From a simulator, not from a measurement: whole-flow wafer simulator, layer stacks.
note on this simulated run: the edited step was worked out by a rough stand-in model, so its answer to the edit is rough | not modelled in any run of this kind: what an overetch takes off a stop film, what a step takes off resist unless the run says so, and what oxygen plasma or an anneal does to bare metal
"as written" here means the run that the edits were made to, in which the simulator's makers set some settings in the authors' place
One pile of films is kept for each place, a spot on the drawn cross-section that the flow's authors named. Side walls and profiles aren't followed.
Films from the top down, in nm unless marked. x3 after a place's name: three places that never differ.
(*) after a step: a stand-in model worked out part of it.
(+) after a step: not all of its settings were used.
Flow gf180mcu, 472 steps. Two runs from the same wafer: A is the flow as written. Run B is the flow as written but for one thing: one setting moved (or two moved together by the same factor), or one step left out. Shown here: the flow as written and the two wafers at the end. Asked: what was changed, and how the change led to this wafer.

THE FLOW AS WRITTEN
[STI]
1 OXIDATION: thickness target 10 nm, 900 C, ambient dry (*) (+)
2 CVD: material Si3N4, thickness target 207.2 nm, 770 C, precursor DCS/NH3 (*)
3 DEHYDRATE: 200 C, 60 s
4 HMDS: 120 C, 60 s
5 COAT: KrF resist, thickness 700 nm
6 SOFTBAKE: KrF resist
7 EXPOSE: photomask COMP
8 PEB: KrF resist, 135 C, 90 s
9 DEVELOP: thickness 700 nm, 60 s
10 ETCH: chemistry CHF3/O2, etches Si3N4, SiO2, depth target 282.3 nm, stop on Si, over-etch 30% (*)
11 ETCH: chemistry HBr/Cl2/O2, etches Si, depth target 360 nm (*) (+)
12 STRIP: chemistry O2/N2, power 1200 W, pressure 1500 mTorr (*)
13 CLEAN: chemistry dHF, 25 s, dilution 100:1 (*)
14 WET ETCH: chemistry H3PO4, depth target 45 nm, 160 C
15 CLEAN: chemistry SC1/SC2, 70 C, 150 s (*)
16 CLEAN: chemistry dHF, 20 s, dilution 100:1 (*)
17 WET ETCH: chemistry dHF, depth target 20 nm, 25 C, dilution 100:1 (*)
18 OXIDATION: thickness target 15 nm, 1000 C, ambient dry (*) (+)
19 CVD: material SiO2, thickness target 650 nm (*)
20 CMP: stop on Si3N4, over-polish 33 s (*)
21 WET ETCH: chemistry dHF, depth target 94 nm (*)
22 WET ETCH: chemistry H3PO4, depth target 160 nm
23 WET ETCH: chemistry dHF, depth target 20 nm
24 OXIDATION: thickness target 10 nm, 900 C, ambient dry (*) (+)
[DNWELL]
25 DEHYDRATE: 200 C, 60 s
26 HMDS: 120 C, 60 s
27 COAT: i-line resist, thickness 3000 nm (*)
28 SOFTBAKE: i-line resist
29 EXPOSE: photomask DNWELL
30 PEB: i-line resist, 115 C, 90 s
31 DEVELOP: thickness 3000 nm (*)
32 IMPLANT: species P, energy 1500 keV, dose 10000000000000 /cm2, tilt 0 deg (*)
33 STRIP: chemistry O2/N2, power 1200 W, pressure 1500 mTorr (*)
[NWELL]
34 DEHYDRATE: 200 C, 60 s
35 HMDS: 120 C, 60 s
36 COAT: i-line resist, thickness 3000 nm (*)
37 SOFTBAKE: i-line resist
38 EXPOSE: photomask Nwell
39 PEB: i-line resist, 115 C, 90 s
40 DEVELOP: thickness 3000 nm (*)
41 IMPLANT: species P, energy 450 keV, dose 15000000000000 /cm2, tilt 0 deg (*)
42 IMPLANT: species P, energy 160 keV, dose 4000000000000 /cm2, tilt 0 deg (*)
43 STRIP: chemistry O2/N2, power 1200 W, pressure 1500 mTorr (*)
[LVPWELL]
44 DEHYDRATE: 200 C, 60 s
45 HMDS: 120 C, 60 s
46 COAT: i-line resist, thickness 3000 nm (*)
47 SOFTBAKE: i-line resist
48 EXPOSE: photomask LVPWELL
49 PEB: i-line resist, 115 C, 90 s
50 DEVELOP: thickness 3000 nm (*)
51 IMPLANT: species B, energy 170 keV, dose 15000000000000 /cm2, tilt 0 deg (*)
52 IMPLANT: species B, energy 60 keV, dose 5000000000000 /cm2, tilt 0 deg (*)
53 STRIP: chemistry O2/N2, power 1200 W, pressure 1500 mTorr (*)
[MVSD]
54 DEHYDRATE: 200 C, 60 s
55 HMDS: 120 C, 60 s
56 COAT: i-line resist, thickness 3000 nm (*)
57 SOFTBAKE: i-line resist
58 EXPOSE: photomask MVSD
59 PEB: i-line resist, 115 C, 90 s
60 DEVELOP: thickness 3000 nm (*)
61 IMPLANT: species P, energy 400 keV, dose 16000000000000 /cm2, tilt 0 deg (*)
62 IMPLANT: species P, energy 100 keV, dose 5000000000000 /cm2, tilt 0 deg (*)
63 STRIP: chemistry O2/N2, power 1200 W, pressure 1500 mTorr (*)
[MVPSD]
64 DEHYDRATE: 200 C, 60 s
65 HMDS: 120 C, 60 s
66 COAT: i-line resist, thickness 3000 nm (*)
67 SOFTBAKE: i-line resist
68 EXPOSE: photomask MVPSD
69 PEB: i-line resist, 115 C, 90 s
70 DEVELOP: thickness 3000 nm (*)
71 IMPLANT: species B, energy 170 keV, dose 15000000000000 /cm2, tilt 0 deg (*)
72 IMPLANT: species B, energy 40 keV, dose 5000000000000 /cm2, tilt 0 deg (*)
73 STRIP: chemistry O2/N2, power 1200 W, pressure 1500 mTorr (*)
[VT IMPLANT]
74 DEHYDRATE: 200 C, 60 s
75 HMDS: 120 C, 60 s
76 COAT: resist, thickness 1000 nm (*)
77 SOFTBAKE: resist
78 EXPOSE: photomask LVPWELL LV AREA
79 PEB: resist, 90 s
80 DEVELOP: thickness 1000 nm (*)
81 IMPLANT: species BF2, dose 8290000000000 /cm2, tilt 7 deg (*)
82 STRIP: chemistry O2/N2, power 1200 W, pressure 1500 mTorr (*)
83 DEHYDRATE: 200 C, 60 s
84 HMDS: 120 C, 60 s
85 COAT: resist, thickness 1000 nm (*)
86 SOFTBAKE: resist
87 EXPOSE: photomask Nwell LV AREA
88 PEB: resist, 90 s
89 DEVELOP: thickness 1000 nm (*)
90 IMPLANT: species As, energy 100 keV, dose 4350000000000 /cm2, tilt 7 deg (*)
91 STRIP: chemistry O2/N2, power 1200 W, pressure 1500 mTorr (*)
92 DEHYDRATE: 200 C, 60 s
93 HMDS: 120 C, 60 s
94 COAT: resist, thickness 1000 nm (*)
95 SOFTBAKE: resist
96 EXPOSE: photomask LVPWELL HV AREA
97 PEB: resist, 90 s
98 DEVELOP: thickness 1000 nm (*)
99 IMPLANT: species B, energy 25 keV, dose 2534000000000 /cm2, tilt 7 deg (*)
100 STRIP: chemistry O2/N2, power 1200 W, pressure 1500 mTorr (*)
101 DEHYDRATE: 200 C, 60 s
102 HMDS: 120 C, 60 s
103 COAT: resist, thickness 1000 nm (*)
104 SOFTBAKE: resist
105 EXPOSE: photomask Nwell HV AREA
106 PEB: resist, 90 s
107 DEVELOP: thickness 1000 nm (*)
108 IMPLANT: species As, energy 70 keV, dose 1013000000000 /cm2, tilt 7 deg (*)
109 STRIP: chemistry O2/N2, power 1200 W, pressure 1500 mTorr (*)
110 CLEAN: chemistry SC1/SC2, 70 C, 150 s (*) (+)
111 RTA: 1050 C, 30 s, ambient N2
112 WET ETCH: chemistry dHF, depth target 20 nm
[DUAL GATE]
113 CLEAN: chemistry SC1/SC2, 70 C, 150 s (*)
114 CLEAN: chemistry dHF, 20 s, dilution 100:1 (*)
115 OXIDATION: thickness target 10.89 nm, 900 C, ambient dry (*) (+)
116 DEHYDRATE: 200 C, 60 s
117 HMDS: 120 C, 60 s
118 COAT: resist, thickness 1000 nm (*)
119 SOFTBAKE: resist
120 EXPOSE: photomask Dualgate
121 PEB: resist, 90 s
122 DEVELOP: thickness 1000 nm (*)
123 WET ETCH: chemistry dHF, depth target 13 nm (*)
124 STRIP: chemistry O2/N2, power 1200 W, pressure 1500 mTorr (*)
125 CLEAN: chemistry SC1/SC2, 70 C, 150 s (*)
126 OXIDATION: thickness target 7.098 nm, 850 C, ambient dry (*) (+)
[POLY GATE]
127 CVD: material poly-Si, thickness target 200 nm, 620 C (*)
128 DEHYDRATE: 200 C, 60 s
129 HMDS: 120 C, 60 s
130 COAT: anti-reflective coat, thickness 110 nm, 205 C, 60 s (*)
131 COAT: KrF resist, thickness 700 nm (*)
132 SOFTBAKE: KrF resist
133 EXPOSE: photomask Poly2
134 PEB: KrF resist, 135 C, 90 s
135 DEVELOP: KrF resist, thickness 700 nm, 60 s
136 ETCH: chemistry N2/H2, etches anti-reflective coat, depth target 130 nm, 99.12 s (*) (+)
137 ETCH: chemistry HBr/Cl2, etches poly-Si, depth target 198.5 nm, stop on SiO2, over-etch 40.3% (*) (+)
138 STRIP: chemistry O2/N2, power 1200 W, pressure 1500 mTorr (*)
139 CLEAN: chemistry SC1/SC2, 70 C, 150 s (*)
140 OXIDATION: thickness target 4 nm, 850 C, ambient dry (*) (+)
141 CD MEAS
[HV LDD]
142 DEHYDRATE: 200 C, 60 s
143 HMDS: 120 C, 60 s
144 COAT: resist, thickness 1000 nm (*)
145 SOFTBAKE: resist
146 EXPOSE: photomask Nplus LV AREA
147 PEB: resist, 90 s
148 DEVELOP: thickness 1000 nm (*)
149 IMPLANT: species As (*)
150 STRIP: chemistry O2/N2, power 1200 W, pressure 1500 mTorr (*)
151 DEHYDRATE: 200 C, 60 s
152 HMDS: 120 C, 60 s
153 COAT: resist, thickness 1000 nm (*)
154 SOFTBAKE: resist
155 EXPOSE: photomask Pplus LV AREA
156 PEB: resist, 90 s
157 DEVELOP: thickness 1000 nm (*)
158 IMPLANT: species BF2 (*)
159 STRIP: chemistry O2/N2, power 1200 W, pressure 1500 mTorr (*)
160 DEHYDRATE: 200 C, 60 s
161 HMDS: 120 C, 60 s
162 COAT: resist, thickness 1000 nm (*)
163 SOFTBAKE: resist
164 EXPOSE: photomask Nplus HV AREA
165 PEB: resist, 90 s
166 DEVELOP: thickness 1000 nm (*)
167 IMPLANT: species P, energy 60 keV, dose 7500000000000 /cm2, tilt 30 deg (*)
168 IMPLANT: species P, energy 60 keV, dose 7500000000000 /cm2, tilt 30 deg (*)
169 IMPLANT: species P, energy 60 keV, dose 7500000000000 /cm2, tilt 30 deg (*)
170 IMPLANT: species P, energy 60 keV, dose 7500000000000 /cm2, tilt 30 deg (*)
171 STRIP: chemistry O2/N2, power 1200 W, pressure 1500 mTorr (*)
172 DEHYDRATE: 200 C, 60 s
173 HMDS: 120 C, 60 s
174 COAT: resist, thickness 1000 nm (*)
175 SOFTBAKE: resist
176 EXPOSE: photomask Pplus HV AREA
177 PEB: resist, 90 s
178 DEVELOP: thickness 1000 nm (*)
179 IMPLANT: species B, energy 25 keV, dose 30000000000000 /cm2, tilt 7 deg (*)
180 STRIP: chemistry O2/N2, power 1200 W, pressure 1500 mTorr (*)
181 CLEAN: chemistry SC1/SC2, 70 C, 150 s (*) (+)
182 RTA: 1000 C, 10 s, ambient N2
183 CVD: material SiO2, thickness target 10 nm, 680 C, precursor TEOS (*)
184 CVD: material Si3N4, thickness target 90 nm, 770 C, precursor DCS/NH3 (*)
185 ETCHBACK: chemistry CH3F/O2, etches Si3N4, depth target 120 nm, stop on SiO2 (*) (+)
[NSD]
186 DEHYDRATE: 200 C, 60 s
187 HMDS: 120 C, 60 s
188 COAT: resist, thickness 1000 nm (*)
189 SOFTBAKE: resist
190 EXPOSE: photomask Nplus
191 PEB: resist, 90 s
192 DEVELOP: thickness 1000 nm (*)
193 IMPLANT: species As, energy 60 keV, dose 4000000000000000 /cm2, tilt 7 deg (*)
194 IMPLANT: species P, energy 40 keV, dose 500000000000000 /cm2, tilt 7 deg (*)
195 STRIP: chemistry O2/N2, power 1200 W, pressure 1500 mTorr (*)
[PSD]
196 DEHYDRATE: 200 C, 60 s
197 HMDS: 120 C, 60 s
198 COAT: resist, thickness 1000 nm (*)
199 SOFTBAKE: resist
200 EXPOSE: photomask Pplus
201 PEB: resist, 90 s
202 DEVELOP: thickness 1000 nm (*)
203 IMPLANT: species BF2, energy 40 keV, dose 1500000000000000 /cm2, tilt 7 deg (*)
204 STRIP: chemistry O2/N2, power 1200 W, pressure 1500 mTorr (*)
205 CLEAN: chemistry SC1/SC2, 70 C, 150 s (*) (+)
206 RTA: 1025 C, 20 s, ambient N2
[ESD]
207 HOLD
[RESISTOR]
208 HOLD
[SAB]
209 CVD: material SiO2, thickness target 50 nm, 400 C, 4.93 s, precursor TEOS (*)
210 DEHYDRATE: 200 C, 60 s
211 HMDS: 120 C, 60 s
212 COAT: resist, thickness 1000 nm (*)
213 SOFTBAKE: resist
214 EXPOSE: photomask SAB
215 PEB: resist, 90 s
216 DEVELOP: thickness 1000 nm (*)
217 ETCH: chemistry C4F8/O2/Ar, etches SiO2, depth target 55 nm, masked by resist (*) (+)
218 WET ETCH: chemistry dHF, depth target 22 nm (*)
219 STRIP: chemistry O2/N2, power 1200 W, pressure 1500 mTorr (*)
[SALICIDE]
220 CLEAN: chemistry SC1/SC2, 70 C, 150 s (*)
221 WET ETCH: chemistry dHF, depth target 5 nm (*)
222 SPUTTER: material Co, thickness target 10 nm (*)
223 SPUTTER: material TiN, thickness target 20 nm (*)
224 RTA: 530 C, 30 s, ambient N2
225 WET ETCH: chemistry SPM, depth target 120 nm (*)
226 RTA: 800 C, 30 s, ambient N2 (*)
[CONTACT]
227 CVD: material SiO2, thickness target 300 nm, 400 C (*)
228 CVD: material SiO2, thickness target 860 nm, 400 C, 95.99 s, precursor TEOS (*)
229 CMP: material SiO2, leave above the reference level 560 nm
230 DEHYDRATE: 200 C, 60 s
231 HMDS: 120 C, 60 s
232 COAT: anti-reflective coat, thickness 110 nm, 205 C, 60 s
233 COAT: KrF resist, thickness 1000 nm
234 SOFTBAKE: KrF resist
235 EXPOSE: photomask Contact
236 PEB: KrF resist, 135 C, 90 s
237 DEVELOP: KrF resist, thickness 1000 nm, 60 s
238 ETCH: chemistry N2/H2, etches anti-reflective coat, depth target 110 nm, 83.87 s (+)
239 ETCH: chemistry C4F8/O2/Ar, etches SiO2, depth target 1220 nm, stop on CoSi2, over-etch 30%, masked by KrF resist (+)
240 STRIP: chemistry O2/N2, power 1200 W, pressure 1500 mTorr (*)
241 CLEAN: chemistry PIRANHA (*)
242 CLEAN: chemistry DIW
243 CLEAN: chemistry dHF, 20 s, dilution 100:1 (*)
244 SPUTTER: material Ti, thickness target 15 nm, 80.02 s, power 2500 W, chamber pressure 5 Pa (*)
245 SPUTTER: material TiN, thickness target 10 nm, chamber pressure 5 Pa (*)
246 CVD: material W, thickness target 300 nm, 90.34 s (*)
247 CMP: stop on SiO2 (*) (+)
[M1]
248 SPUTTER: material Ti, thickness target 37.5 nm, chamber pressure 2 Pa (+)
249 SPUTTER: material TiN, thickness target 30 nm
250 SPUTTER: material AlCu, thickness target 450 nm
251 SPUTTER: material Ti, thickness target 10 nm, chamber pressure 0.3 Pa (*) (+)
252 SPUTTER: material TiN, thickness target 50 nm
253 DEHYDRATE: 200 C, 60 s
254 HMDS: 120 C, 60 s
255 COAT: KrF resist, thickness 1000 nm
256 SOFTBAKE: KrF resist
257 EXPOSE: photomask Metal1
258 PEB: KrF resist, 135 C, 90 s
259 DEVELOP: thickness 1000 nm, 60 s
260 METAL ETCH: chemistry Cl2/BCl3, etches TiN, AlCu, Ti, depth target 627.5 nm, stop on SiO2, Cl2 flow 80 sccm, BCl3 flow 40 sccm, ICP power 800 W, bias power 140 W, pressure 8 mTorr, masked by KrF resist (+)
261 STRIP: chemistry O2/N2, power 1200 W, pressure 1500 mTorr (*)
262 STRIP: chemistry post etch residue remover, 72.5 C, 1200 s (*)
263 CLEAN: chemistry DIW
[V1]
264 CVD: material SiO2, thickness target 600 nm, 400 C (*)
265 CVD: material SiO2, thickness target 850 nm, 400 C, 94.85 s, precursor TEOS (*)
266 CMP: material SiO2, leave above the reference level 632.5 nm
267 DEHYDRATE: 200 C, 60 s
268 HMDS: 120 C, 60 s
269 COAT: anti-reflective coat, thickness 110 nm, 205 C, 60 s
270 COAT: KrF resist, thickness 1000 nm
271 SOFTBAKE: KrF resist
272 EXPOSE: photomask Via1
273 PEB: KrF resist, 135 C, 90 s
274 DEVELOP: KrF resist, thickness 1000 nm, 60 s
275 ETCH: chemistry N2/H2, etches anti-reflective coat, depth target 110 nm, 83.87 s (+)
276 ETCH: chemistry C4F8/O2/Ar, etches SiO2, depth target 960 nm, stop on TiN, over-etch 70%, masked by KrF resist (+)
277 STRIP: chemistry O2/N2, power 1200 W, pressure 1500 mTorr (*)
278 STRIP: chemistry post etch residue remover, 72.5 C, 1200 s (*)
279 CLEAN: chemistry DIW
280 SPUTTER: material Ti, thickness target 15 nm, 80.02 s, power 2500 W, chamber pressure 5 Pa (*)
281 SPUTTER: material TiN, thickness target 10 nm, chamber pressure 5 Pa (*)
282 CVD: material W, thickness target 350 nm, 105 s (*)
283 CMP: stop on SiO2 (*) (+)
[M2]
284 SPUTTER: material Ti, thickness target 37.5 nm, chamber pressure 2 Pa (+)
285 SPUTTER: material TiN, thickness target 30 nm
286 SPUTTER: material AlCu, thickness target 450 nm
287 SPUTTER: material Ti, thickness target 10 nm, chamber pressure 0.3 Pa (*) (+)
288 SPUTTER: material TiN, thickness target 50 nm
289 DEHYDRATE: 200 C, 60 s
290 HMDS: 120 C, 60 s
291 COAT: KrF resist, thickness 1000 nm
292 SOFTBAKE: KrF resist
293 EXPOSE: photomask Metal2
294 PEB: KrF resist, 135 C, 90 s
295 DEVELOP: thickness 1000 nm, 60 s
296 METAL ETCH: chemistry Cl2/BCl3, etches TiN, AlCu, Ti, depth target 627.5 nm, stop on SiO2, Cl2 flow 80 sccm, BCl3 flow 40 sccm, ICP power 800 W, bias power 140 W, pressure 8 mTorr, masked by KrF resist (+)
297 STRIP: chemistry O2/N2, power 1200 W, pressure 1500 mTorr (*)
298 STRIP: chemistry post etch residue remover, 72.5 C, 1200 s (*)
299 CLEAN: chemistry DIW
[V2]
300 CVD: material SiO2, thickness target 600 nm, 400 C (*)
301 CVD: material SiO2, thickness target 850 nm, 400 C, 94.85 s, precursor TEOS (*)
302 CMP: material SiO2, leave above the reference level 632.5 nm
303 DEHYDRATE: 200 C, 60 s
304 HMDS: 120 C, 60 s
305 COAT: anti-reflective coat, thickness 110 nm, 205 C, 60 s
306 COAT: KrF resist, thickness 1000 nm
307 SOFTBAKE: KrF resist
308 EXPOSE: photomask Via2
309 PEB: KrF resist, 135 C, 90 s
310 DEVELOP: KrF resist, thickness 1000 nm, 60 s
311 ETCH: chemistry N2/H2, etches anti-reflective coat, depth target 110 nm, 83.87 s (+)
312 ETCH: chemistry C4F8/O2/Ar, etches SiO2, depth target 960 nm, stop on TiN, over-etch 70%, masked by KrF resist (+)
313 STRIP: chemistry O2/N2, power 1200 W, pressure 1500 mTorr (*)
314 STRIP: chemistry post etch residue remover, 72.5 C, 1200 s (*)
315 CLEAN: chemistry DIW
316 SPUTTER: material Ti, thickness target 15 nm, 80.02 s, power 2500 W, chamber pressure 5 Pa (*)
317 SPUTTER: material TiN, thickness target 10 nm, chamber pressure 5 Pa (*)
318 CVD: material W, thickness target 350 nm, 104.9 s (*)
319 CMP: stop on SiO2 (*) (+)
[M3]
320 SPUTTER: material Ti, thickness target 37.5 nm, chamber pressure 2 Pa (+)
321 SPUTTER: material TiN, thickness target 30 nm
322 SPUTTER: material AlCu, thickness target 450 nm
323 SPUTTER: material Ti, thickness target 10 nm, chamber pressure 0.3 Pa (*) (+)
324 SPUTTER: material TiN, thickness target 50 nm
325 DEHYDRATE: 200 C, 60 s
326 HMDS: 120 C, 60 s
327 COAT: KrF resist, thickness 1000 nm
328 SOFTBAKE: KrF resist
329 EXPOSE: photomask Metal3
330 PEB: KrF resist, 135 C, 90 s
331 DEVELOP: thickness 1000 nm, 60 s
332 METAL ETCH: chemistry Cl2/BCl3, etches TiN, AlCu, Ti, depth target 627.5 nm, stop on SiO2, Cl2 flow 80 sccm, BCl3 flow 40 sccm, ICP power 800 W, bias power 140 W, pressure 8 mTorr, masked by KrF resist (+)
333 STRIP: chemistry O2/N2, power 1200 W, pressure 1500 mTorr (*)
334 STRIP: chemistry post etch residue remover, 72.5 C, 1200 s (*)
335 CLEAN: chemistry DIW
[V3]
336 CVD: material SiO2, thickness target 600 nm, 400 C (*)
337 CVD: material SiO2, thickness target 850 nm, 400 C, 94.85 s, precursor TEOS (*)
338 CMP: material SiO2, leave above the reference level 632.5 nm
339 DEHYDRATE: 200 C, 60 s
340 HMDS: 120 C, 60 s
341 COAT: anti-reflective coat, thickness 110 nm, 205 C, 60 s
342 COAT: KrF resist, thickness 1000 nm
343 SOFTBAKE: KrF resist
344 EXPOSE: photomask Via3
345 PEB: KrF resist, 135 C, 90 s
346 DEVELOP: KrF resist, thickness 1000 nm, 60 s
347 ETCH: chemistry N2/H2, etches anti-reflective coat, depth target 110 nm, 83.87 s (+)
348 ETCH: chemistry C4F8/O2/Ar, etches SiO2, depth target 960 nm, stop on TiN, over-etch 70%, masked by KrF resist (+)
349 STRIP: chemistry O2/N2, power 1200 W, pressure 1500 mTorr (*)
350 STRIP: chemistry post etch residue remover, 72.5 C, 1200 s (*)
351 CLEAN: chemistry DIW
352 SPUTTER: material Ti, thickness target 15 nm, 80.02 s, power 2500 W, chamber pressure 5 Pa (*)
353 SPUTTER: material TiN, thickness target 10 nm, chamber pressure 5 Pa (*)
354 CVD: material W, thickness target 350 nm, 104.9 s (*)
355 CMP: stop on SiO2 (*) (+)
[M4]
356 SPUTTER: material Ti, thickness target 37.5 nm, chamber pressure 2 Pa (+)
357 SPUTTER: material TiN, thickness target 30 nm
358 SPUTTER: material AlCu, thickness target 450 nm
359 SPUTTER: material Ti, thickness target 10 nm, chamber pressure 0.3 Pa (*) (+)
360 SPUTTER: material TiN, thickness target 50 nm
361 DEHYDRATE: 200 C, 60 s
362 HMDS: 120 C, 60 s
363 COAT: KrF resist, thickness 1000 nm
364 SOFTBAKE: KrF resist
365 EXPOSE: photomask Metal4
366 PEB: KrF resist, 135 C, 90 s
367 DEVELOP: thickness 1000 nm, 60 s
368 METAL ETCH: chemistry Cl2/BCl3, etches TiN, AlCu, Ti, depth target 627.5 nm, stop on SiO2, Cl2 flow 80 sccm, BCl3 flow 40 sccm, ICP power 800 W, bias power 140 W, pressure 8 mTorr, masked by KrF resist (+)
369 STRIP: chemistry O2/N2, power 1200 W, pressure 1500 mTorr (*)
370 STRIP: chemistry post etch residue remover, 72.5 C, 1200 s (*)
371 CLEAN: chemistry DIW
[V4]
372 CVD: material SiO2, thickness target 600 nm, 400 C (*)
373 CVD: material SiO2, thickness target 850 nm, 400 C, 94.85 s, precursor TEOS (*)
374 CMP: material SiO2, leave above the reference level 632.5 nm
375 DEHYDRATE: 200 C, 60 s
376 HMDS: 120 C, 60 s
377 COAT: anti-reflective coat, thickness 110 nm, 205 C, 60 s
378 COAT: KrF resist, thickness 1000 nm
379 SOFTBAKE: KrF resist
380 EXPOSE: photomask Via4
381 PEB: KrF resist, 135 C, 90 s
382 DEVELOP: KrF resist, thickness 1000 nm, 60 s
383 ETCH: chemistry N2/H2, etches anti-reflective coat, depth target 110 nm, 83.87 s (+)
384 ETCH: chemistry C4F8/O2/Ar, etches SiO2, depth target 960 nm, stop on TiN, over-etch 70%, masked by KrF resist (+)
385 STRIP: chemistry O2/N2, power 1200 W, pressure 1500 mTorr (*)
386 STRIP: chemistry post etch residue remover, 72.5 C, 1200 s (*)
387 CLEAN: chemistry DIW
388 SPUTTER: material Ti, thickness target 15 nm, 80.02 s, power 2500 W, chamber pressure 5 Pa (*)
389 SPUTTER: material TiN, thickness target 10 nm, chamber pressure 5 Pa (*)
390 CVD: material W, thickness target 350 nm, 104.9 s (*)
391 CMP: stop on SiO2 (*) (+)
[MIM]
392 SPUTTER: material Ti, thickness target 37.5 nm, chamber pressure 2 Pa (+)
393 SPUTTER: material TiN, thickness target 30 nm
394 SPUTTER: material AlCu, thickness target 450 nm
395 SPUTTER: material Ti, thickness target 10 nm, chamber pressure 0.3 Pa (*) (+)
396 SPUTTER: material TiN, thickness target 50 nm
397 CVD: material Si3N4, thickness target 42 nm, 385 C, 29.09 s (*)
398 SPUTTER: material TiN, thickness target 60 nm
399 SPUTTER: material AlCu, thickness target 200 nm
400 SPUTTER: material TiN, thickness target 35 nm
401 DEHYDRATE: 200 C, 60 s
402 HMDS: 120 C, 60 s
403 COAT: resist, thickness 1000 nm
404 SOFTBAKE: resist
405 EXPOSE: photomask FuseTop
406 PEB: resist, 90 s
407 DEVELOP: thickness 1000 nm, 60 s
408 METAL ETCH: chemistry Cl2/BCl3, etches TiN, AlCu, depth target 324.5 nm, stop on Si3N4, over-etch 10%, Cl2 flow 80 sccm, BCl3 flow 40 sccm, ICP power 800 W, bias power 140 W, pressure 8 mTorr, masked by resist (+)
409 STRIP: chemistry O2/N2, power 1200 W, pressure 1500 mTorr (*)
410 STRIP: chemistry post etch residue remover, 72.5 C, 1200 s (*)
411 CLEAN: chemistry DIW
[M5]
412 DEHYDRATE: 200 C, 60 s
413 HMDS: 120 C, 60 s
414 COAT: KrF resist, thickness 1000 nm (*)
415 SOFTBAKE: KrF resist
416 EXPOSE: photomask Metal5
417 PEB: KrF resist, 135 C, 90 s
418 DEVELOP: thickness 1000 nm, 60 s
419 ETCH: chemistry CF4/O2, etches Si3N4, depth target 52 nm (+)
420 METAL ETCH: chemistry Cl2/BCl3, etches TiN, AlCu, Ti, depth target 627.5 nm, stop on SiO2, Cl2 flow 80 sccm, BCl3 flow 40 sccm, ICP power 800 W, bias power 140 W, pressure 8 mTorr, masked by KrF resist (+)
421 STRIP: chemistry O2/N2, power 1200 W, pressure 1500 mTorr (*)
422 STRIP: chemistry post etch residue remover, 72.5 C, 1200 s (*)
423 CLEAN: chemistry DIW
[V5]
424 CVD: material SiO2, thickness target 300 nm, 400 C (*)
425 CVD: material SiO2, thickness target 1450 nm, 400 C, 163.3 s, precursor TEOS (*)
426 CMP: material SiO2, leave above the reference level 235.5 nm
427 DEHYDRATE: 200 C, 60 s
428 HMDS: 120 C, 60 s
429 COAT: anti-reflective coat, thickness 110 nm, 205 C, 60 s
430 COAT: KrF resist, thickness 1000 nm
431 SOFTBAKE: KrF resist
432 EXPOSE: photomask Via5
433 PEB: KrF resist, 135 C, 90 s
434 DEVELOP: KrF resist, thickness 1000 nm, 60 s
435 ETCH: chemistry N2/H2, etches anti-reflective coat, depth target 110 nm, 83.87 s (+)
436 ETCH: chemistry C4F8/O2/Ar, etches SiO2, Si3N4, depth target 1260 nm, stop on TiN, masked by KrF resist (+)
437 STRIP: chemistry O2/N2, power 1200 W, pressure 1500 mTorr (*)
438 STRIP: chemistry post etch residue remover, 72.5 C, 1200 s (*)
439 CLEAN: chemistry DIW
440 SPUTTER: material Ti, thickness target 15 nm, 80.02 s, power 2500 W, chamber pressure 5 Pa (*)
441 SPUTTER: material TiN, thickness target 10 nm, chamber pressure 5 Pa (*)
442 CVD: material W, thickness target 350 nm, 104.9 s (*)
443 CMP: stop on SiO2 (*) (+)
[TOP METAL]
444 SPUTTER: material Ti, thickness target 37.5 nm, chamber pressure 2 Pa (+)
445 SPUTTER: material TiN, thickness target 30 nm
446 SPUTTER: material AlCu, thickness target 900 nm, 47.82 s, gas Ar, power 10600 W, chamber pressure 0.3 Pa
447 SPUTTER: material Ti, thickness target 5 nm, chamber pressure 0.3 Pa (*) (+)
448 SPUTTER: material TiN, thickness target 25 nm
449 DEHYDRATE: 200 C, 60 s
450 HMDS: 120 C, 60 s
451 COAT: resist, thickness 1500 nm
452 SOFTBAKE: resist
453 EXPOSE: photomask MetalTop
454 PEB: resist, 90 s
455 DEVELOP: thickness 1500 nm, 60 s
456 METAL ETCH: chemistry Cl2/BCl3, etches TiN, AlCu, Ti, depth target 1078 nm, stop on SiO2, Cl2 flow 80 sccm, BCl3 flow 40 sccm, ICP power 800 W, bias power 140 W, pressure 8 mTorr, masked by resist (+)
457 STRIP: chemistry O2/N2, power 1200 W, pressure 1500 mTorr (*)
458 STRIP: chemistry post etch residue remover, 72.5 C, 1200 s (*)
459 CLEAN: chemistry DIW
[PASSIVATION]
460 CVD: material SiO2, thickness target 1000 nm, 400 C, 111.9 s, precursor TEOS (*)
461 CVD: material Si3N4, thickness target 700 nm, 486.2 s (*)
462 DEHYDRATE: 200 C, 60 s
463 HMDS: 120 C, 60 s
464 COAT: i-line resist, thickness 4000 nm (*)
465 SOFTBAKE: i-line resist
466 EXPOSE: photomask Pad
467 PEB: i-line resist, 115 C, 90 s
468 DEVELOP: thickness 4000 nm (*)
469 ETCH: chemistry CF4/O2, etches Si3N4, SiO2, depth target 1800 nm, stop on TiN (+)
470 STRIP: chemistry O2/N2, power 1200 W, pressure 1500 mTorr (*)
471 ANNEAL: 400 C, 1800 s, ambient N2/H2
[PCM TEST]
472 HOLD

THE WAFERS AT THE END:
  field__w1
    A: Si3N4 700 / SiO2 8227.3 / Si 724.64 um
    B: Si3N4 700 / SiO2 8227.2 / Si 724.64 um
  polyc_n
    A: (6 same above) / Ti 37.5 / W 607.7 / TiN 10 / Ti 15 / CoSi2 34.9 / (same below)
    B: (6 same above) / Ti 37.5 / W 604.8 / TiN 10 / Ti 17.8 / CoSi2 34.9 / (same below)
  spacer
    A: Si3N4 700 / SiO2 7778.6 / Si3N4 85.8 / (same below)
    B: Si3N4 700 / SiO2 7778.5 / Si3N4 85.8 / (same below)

The cause: step 244, SPUTTER: chamber pressure 4.4 Pa was run, where the flow has chamber pressure 5 Pa.

How the change led to this, step by step:
  244 SPUTTER: material Ti, thickness target 15 nm, 80.02 s, power 2500 W, chamber pressure 5 Pa (*)
      field, field__w1, field__w2 and 107 more: A Ti +15 (new film) | B Ti +17.8 (new film)
      contact: A Ti +8.55 (new film) | B Ti +9.89 (new film)
  247 CMP: stop on SiO2 (*) (+)
      field, field__w1, field__w2 and 105 more: A W -300 (all of it), TiN -10 (all of it), Ti -15 (all of it), SiO2 -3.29 | B W -300 (all of it), TiN -10 (all of it), Ti -17.8 (all of it), SiO2 -3.32
